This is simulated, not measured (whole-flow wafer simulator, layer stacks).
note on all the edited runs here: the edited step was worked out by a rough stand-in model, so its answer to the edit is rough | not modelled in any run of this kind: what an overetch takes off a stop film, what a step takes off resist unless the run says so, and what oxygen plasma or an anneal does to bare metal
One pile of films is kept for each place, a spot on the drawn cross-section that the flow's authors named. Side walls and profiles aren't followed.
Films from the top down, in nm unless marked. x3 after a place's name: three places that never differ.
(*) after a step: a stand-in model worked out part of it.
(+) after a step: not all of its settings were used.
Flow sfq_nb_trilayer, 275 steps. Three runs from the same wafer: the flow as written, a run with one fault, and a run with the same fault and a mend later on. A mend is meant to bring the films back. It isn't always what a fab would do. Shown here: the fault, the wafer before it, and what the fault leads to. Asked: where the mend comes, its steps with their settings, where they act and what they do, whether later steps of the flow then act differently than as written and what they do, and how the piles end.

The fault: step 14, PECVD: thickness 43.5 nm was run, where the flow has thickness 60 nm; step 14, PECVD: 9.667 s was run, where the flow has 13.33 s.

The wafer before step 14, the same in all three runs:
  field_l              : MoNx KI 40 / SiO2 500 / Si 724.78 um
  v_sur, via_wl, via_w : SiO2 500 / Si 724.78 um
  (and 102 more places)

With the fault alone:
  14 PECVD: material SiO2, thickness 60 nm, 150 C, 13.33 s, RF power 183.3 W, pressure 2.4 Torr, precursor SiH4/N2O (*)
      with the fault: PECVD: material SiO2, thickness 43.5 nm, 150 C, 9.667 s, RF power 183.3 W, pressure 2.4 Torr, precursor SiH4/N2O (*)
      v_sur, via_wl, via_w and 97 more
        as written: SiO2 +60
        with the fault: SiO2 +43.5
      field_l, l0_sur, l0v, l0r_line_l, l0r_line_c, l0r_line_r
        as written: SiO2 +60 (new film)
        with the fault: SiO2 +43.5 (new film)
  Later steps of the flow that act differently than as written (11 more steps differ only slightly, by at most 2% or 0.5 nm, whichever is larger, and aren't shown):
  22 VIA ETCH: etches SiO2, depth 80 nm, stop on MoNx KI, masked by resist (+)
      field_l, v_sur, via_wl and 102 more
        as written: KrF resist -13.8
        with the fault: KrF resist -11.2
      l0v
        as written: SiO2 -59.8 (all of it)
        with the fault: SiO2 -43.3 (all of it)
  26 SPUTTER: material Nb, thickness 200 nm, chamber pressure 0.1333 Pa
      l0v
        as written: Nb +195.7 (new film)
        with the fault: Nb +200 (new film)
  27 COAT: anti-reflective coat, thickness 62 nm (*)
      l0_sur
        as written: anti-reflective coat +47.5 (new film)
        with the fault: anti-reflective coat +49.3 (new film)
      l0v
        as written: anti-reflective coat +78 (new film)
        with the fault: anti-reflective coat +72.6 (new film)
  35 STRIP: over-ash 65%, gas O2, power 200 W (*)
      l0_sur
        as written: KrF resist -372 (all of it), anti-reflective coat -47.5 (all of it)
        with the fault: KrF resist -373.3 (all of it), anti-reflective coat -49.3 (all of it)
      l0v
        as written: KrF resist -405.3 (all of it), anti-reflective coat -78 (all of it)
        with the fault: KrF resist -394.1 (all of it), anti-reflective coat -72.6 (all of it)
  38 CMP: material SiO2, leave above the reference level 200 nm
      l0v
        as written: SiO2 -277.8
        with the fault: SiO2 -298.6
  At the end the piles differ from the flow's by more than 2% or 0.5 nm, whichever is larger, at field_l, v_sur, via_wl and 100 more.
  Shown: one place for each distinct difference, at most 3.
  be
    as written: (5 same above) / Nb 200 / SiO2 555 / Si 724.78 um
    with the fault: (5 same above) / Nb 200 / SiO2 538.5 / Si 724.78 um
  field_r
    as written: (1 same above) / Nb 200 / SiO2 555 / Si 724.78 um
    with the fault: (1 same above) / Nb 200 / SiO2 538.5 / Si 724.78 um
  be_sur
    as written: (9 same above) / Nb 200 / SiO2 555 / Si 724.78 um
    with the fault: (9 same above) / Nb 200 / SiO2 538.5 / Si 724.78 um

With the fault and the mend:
  The mend comes after step 14.
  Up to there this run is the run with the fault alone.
  14a PECVD: material SiO2, thickness 16.5 nm, 150 C, 3.667 s, RF power 183.3 W, pressure 2.4 Torr, precursor SiH4/N2O (the flow's step 14 once more, with other settings)
      field_l, v_sur, via_wl and 103 more
        SiO2 +16.5
  No later step of the flow acts differently than as written, at any place that is followed, by more than 2% or 0.5 nm, whichever is larger.
  At the end the piles are the same as the flow's at every place that both follow.
